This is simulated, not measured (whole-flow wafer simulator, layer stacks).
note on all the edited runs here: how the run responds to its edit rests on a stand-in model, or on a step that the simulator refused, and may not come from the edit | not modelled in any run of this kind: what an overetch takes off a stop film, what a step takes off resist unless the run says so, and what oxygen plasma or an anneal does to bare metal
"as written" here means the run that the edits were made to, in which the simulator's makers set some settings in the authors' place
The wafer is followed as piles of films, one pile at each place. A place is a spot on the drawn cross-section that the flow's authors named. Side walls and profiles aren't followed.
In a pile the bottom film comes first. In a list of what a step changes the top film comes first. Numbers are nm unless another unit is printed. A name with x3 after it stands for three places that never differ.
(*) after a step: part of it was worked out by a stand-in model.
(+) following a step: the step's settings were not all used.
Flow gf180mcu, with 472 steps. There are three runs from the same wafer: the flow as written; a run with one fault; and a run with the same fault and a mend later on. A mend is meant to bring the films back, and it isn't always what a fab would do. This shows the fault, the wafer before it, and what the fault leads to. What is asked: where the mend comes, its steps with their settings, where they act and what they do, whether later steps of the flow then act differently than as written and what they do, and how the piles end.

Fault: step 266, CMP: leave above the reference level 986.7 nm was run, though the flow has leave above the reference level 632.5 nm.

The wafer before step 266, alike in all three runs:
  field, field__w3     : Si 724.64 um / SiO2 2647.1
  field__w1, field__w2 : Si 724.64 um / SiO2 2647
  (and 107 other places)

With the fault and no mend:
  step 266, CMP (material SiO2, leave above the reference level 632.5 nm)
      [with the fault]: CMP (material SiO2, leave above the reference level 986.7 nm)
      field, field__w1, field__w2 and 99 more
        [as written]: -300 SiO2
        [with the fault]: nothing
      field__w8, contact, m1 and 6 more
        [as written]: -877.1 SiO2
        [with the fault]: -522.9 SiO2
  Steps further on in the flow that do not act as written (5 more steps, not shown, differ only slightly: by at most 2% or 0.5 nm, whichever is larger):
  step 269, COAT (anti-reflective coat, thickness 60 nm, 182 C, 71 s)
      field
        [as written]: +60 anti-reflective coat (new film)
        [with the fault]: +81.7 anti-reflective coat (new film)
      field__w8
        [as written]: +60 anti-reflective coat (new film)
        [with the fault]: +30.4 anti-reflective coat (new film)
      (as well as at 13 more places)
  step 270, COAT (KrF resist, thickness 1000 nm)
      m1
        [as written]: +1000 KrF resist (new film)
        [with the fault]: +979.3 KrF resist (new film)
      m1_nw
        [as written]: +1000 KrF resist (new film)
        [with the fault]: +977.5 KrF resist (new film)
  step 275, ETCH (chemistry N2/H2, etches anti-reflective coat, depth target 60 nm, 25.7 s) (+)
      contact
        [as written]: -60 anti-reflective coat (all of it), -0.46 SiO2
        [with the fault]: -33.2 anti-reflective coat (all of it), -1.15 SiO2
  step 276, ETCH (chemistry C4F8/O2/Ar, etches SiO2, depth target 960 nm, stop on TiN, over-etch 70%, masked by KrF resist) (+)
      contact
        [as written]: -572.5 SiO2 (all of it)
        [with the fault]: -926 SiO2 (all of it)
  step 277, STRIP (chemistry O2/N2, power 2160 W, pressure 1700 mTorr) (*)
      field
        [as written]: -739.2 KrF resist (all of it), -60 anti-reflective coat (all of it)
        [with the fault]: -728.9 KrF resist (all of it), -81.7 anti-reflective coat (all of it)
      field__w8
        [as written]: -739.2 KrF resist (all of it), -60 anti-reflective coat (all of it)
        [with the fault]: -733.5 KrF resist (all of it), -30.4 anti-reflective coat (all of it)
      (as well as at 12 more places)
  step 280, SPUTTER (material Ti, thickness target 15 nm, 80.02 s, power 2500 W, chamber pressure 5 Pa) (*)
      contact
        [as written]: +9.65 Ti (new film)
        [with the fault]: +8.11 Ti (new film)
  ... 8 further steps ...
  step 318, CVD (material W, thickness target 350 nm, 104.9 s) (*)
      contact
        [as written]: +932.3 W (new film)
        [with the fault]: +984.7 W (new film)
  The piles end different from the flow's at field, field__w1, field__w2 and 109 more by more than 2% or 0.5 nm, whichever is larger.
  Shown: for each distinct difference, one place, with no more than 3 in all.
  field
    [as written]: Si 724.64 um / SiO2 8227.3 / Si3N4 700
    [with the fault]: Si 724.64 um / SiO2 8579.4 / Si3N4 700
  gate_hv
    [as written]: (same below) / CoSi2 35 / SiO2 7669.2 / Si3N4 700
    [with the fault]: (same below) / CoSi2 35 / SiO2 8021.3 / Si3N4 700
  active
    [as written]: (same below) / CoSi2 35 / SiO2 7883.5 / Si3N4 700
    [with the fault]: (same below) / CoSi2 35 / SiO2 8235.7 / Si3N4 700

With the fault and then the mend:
  After step 274 comes the mend.
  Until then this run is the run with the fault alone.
  step 274a, STRIP (chemistry O2/N2, power 2160 W, pressure 1700 mTorr) (*)
      iso_ptap_pw, iso_ntap_nw, iso_nw_fld and 33 more
        -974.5 KrF resist (all of it), -60 anti-reflective coat (all of it)
      field__w7, field__w11, field__w12 and 7 more
        -975.1 KrF resist (all of it), -60.2 anti-reflective coat (all of it)
      field_sub, field_sub__w1, field_sub__w3 and 7 more
        -975 KrF resist (all of it), -60.2 anti-reflective coat (all of it)
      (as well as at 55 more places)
  step 274b, CMP (material SiO2, leave above the reference level 632.5 nm) (the flow's step 266, run once more)
      field, field__w1, field__w2 and 99 more
        -300 SiO2
      field__w8, contact, m1 and 6 more
        -354.2 SiO2
  step 274c, HMDS (120 C, 60 s) (the flow's step 268, run once more)
      does not change any film at any place that is followed
  step 274d, COAT (anti-reflective coat, thickness 60 nm, 182 C, 71 s) (the flow's step 269, run once more)
      field, field__w1, field__w2 and 108 more
        +60 anti-reflective coat (new film)
  step 274e, COAT (KrF resist, thickness 1000 nm) (the flow's step 270, run once more)
      field, field__w1, field__w2 and 108 more
        +1000 KrF resist (new film)
  step 274f, SOFTBAKE (KrF resist) (the flow's step 271, run once more)
      does not change any film at any place that is followed
  step 274g, EXPOSE (photomask Via1) (the flow's step 272, run once more)
      does not change any film at any place that is followed
  step 274h, PEB (KrF resist, 135 C, 90 s) (the flow's step 273, run once more)
      field, field__w1, field__w2 and 108 more
        -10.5 KrF resist
  step 274i, DEVELOP (KrF resist, thickness 1000 nm, 60 s) (the flow's step 274, run once more)
      field, field__w1, field__w2 and 107 more
        -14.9 KrF resist
      contact
        -989.5 KrF resist (all of it)
  Later steps of the flow that are run all act as written at every place that is followed.
  At every place that both follow, the piles at the end match the flow's.
